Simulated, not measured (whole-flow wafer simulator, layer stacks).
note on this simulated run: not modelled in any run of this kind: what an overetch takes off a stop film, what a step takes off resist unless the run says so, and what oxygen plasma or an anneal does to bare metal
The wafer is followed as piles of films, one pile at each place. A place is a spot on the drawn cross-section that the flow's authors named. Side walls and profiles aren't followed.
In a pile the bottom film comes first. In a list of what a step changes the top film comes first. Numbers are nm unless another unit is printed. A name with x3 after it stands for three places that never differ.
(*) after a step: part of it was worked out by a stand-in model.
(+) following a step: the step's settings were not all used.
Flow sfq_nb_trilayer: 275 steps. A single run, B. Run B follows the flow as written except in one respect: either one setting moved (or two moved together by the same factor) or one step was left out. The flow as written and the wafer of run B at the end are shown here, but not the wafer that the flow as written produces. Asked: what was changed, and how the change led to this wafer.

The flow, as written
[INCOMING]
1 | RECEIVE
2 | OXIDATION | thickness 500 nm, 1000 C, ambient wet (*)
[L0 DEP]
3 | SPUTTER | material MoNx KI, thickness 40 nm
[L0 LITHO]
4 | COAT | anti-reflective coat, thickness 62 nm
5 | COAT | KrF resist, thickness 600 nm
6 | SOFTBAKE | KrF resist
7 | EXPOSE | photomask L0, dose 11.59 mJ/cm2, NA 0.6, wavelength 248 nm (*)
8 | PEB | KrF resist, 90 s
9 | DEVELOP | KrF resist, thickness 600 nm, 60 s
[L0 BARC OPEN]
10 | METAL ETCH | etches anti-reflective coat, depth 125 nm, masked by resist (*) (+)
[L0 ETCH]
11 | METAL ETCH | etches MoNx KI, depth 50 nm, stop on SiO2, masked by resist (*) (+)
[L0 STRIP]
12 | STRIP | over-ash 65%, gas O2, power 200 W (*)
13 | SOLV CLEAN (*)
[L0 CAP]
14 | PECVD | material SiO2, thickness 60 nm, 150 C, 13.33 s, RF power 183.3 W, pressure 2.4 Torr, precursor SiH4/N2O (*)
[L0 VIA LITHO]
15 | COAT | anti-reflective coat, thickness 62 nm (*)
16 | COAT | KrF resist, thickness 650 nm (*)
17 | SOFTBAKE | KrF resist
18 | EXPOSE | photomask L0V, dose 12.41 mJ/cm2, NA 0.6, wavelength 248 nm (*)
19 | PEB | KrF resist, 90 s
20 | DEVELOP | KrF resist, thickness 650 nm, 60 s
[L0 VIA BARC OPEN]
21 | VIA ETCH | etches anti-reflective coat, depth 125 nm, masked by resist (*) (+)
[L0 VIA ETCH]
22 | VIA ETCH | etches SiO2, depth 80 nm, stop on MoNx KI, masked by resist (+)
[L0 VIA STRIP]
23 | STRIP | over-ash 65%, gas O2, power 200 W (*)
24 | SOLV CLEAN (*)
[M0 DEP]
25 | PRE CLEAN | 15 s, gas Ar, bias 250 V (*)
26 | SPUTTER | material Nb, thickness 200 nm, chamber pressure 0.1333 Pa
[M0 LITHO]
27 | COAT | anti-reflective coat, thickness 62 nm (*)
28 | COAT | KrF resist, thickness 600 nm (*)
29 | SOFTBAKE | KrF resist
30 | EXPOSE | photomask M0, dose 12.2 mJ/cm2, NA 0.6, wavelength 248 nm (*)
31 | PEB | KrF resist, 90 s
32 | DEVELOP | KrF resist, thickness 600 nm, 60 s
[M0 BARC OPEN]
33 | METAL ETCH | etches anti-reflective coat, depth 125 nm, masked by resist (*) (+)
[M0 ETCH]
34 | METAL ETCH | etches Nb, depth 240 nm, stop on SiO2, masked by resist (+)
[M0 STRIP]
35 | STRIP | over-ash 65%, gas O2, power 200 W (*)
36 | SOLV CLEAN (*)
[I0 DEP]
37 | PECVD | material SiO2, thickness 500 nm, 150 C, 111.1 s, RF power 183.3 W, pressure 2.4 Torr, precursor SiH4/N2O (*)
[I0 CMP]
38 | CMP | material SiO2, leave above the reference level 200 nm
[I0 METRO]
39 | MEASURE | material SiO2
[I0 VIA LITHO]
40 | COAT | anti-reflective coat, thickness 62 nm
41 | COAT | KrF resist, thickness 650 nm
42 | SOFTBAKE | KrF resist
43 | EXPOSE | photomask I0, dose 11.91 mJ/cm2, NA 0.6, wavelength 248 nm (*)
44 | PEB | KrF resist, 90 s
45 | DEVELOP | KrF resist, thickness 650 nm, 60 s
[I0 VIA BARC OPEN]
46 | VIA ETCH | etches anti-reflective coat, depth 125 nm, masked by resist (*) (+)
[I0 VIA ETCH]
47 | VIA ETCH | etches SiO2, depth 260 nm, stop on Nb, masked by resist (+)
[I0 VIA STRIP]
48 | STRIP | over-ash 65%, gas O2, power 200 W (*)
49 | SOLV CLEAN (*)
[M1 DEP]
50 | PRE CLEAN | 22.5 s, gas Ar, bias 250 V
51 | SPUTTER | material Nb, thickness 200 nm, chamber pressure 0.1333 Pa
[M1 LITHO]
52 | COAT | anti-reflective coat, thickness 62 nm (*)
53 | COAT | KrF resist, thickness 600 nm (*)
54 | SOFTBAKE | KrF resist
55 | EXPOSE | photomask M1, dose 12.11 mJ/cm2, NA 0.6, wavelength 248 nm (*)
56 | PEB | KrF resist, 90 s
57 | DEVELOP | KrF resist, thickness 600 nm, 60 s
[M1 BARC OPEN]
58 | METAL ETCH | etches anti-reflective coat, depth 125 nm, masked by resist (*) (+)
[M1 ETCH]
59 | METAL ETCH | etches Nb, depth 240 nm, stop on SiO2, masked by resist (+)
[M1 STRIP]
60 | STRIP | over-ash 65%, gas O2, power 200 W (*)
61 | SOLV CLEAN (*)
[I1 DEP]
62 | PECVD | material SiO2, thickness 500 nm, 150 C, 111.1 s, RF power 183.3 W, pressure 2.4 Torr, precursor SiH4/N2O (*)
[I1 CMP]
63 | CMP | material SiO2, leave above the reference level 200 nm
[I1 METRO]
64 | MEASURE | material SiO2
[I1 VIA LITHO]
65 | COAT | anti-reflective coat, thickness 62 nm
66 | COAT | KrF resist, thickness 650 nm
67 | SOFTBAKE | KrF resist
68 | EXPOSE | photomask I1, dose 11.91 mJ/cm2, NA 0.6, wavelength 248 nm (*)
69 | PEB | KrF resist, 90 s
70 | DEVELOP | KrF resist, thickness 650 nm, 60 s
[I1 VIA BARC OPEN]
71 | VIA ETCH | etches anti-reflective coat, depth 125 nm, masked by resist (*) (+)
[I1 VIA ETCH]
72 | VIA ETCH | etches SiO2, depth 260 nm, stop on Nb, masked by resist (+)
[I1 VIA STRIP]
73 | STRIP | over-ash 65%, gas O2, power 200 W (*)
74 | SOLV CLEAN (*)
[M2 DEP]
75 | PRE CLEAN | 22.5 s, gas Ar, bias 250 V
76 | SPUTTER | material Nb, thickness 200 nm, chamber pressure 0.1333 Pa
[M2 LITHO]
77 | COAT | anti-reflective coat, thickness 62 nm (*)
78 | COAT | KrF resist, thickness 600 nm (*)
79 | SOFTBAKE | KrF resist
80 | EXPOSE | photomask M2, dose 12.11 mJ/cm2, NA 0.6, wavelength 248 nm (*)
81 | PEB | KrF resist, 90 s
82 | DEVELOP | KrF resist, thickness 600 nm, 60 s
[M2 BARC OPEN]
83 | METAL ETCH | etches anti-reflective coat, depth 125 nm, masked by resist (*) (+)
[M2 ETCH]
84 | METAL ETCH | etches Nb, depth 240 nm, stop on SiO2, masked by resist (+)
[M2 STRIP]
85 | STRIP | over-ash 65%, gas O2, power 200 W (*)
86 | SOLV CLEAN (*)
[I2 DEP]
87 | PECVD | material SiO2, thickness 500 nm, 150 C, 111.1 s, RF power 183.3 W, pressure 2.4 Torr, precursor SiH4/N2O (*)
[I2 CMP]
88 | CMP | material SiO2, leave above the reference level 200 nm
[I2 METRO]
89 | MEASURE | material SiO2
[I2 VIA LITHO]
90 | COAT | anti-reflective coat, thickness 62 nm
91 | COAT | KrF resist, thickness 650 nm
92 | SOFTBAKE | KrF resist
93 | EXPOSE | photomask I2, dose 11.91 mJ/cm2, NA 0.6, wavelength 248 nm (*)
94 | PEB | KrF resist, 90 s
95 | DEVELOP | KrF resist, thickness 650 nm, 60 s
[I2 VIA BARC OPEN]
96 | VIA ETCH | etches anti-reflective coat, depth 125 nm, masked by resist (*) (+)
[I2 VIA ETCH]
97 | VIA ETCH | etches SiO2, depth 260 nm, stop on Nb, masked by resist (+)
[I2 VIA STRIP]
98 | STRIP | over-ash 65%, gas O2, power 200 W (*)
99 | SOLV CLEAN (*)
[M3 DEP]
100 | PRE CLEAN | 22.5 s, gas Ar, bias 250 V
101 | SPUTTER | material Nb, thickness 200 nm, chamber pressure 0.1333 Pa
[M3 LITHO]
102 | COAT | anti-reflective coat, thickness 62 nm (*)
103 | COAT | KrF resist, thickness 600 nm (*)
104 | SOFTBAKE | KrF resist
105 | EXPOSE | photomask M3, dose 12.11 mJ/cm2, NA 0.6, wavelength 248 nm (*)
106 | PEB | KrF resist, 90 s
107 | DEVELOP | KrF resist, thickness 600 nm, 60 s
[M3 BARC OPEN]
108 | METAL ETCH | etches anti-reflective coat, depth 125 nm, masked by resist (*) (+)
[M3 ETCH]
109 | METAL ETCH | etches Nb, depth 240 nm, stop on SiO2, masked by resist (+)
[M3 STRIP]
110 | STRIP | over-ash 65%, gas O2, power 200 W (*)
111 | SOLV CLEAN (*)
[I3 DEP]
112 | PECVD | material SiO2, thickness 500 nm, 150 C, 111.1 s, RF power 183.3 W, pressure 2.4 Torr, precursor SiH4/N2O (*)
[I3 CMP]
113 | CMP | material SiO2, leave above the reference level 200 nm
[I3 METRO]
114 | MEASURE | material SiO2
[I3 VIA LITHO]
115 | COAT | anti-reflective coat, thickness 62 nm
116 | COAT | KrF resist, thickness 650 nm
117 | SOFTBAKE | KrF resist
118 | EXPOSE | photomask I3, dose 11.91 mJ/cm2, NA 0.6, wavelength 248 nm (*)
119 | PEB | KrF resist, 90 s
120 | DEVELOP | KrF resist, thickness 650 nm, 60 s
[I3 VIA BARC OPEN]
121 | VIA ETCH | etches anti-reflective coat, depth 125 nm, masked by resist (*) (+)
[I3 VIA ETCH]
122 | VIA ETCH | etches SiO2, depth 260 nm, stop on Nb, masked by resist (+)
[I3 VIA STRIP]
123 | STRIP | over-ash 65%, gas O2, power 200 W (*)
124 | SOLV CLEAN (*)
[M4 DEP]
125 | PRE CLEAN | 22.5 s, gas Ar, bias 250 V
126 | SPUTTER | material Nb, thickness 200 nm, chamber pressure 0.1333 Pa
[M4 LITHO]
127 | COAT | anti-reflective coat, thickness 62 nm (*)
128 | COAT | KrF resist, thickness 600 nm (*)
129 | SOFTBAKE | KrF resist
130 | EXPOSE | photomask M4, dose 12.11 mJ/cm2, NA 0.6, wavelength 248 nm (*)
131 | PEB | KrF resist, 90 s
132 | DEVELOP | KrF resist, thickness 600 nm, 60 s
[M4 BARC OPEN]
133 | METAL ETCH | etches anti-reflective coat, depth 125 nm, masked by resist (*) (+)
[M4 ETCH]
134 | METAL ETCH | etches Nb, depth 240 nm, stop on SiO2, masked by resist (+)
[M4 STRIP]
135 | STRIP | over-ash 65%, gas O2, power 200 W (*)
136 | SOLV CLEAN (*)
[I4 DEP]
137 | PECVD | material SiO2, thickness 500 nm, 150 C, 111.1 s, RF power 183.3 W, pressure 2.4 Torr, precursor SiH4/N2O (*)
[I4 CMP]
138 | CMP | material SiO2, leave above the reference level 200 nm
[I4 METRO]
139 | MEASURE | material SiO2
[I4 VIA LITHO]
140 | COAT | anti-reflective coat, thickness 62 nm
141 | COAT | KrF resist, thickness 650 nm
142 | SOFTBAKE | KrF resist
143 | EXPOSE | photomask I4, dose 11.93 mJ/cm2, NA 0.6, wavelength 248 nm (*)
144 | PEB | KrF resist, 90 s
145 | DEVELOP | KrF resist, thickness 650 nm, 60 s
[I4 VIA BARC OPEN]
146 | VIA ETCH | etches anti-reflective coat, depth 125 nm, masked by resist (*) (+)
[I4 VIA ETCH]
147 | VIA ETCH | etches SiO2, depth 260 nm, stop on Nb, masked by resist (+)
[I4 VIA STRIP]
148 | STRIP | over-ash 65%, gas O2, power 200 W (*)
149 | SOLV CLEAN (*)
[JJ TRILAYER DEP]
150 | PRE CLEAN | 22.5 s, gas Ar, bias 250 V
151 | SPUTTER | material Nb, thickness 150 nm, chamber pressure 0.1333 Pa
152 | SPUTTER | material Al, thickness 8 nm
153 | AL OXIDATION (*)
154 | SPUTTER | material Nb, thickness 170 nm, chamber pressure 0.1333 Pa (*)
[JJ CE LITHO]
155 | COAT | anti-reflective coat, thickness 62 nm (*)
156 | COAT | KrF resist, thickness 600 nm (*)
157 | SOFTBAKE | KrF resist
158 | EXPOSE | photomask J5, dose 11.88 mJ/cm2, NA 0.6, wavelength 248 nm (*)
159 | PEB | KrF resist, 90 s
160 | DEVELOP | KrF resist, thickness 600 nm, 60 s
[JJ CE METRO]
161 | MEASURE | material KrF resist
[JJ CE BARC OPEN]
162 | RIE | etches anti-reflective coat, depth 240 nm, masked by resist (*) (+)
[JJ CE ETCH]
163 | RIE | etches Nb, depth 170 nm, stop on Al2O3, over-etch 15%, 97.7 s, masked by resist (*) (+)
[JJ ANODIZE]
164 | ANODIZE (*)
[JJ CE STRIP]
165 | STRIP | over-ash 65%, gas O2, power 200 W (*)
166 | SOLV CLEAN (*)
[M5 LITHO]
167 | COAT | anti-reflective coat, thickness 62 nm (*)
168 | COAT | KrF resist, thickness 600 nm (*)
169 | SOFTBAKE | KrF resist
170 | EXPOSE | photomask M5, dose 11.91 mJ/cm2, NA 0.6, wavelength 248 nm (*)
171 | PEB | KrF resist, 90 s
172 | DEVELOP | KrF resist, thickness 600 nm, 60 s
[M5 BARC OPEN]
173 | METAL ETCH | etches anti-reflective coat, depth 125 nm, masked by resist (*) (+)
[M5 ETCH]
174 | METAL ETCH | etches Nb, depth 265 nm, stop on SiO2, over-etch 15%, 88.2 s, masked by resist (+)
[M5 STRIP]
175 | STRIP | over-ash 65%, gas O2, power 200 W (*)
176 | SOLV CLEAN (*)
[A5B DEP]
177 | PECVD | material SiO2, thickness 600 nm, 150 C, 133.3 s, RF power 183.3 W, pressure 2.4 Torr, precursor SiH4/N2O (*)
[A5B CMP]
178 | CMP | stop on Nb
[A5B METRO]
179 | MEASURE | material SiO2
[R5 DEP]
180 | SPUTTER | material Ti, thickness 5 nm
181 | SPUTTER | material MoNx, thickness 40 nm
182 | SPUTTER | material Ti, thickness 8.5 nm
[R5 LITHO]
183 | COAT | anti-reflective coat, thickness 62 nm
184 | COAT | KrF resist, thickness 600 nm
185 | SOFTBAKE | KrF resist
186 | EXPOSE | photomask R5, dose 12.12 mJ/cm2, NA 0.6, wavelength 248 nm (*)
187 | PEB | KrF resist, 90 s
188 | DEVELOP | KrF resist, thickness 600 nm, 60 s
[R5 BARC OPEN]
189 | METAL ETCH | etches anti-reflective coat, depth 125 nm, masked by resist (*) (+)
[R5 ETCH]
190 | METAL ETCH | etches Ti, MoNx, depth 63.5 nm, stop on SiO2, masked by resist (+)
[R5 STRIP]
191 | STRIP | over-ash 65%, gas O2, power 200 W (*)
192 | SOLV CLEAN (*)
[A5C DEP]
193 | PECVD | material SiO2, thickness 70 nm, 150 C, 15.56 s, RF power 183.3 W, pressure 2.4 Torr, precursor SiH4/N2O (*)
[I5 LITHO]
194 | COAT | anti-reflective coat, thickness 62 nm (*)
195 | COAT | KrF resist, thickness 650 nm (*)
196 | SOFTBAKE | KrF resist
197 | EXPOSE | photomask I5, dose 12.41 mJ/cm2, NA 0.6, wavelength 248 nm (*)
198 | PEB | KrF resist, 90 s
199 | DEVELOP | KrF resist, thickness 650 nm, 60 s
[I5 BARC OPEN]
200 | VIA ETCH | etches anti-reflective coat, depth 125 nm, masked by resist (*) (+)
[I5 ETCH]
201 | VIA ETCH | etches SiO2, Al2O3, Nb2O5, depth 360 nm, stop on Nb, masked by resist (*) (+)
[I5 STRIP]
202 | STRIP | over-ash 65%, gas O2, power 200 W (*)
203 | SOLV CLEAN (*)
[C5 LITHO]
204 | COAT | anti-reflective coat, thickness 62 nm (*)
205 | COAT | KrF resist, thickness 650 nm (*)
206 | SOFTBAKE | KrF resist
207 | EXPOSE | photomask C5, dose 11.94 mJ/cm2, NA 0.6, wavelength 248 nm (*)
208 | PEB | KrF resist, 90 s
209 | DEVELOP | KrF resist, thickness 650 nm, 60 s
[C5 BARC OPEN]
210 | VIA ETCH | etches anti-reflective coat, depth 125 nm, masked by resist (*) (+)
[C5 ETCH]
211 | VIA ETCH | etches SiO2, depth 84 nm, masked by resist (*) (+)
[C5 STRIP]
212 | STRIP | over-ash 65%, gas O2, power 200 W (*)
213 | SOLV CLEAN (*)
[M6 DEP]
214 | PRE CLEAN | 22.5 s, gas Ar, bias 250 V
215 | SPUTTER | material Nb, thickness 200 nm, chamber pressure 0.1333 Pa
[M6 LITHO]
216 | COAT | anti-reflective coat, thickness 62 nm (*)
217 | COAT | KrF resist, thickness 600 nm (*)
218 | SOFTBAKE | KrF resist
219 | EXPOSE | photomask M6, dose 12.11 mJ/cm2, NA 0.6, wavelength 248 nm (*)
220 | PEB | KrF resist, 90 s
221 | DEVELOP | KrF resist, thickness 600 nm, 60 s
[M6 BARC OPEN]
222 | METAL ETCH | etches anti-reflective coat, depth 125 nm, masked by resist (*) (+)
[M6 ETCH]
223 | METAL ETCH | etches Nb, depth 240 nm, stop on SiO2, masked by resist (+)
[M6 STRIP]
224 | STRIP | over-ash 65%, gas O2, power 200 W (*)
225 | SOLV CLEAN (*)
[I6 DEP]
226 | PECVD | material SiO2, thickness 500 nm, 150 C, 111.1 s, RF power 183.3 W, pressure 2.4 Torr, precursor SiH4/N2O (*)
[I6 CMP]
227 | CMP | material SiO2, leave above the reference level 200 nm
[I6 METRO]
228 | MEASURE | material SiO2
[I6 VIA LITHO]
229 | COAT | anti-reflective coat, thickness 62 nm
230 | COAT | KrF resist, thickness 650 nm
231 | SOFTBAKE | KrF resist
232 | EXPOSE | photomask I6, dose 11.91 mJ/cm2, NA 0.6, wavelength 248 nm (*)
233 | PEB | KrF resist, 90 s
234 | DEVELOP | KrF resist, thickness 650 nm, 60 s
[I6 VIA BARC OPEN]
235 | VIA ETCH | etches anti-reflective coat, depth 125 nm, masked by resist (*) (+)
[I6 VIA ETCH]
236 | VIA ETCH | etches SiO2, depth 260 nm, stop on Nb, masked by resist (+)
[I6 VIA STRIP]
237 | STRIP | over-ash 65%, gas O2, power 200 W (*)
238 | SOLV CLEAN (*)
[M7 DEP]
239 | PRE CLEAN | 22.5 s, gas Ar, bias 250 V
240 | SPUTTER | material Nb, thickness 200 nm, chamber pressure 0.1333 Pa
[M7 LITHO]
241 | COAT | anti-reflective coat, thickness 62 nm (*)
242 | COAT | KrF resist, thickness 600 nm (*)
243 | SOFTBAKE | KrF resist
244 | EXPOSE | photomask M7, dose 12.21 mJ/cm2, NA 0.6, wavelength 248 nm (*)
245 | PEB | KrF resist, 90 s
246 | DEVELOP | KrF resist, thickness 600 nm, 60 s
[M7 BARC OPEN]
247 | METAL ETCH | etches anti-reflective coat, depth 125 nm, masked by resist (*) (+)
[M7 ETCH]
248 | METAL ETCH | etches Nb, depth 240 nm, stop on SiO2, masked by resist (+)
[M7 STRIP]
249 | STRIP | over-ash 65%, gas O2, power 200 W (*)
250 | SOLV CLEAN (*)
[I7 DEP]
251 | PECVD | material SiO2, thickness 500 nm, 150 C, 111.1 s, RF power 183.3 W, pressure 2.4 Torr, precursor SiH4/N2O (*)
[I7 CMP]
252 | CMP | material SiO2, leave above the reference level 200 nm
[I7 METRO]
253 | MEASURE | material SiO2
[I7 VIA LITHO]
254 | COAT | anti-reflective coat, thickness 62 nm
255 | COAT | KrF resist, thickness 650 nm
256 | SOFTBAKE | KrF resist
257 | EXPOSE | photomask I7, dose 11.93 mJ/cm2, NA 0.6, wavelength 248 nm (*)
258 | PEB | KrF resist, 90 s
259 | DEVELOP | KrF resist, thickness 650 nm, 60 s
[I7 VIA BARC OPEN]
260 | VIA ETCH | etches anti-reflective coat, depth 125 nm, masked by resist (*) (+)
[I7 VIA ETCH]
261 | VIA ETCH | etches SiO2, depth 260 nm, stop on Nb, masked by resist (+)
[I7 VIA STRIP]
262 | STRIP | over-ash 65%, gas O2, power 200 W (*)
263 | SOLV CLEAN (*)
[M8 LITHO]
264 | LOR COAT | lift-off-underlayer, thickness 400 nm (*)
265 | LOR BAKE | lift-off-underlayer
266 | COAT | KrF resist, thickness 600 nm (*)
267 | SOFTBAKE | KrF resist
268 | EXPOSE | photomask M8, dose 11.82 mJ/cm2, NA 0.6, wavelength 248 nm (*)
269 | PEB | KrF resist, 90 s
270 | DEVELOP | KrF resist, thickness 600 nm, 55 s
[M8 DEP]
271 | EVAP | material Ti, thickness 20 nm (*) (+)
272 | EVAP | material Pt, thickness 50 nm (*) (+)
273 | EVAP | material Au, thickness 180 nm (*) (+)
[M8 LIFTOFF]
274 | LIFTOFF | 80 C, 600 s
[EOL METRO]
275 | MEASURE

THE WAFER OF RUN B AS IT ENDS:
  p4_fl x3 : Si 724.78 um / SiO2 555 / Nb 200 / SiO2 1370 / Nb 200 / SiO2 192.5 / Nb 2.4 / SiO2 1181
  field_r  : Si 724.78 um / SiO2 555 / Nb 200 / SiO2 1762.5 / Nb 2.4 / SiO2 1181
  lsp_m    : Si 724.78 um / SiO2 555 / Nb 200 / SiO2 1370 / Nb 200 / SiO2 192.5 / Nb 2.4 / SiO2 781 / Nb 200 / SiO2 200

Cause: step 174, METAL ETCH: depth 156 nm was run, while the flow as written has depth 265 nm; step 174, METAL ETCH: 52 s was run, where the flow has 88.2 s.

Step by step, how the change led to this:
  174 | METAL ETCH | etches Nb, depth 265 nm, stop on SiO2, over-etch 15%, 88.2 s, masked by resist (+)
      field_l, r_sur, res and 50 more: -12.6 Al2O3 (all of it), -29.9 Nb2O5 (all of it), -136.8 Nb (it would be, as written: -12.6 Al2O3 (all of it), -29.9 Nb2O5 (all of it), -139.2 Nb (all of it), -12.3 SiO2)
      v_sur, via_wl, via_w and 50 more: -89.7 KrF resist (it would be, as written: -152.4 KrF resist)
  175 | STRIP | over-ash 65%, gas O2, power 200 W (*)
      l0r_line_l, l0r_line_c, l0r_space_c and 27 more: -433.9 KrF resist (all of it), -62 anti-reflective coat (all of it) (it would be, as written: -371.2 KrF resist (all of it), -62 anti-reflective coat (all of it))
      v_sur: -411.8 KrF resist (all of it), -44.9 anti-reflective coat (all of it) (it would be, as written: -349.2 KrF resist (all of it), -44.9 anti-reflective coat (all of it))
      (also at 22 further places)
  177 | PECVD | material SiO2, thickness 600 nm, 150 C, 133.3 s, RF power 183.3 W, pressure 2.4 Torr, precursor SiH4/N2O (*)
      field_l, p4_fl x3, p4_w1 x9 and 29 more: +600 SiO2 (new film) (it would be, as written: +600 SiO2)
      r_sur, res, r_end, moat, field_r, lsp_l: +593.5 SiO2 (new film) (it would be, as written: +592.9 SiO2)
      (also at 5 further places)
  178 | CMP | stop on Nb
      field_l, p4_fl x3, p4_w1 x9 and 29 more: -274 SiO2 (it would be, as written: -259.3 SiO2)
      r_sur, res, r_end, moat, field_r, lsp_l: -267.5 SiO2 (it would be, as written: -252.3 SiO2)
      (also at 5 further places)
With metal films that touch counted as one body, p4_fl x3 has 3 bodies (between them, from the top down: SiO2 192.5; SiO2 1370); the flow as written gives 2 bodies (between them, from the top down: SiO2 1370).
With metal films that touch counted as one body, field_r has 2 bodies (between them, from the top down: SiO2 1762.5); the flow as written gives 1 body.
With metal films that touch counted as one body, lsp_m has 4 bodies (between them, from the top down: SiO2 781; SiO2 192.5; SiO2 1370); the flow as written gives 3 bodies (between them, from the top down: SiO2 975.9; SiO2 1370).
